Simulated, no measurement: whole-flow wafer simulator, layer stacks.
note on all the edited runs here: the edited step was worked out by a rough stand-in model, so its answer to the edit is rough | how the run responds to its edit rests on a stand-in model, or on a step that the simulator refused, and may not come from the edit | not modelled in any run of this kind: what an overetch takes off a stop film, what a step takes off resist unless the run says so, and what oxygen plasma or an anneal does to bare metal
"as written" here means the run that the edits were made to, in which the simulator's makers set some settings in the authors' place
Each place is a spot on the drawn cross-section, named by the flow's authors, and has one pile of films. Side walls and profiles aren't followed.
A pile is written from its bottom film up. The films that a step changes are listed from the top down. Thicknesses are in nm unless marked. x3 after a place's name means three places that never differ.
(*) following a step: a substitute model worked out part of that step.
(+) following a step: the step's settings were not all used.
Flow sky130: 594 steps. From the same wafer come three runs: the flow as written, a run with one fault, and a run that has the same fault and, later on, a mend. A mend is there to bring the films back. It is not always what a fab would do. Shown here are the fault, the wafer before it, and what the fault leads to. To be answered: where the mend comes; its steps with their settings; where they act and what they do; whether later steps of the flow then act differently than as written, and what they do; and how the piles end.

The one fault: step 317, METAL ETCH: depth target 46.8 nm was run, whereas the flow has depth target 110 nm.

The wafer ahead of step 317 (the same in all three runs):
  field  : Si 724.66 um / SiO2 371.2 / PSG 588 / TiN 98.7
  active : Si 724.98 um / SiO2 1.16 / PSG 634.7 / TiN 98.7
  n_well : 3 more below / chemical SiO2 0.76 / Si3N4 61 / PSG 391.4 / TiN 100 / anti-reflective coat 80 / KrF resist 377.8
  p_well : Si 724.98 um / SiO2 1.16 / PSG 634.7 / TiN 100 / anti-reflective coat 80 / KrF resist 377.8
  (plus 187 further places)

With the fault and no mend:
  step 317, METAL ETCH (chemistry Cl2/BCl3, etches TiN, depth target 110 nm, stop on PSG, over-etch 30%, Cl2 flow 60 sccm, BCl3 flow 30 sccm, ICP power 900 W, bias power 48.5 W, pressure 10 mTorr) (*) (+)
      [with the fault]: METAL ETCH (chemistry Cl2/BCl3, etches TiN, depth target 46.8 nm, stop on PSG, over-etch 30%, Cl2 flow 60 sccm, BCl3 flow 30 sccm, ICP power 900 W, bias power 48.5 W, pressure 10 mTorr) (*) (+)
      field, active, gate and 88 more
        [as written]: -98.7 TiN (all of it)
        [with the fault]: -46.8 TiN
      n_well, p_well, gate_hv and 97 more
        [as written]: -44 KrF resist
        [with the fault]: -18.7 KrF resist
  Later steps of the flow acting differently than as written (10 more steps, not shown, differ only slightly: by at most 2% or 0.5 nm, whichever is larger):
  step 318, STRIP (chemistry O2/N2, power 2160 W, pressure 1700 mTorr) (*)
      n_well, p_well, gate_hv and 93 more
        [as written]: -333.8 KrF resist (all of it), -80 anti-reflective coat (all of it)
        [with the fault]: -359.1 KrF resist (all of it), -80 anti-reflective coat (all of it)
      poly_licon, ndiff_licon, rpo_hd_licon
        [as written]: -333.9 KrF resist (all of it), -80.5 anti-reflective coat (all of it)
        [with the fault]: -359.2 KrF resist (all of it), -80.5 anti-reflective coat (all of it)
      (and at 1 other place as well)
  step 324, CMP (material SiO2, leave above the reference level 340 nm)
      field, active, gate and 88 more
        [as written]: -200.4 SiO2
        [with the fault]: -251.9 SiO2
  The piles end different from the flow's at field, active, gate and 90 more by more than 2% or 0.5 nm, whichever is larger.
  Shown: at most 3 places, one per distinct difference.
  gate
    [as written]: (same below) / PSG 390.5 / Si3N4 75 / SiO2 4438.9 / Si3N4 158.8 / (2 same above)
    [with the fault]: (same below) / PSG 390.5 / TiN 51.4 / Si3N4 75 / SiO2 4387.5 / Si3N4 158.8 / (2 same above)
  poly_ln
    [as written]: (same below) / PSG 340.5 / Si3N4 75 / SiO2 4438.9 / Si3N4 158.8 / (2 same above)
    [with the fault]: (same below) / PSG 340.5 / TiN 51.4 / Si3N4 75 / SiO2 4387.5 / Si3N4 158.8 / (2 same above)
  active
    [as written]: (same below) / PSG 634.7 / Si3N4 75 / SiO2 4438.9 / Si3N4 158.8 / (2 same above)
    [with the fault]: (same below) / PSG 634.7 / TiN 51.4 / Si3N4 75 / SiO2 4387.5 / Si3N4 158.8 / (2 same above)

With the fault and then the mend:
  After step 317 comes the mend.
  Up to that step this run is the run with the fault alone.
  step 317a, METAL ETCH (chemistry Cl2/BCl3, etches TiN, depth target 63.2 nm, stop on PSG, over-etch 30%, Cl2 flow 60 sccm, BCl3 flow 30 sccm, ICP power 900 W, bias power 48.5 W, pressure 10 mTorr) (*) (+) (the flow's step 317, run once more with other settings)
      n_well, p_well, gate_hv and 97 more
        -25.3 KrF resist
      field, active, gate and 88 more
        -51.9 TiN (all of it)
  Every later step of the flow that is run acts as written at every place that is followed.
  The piles end the same as the flow's at every place that both follow.
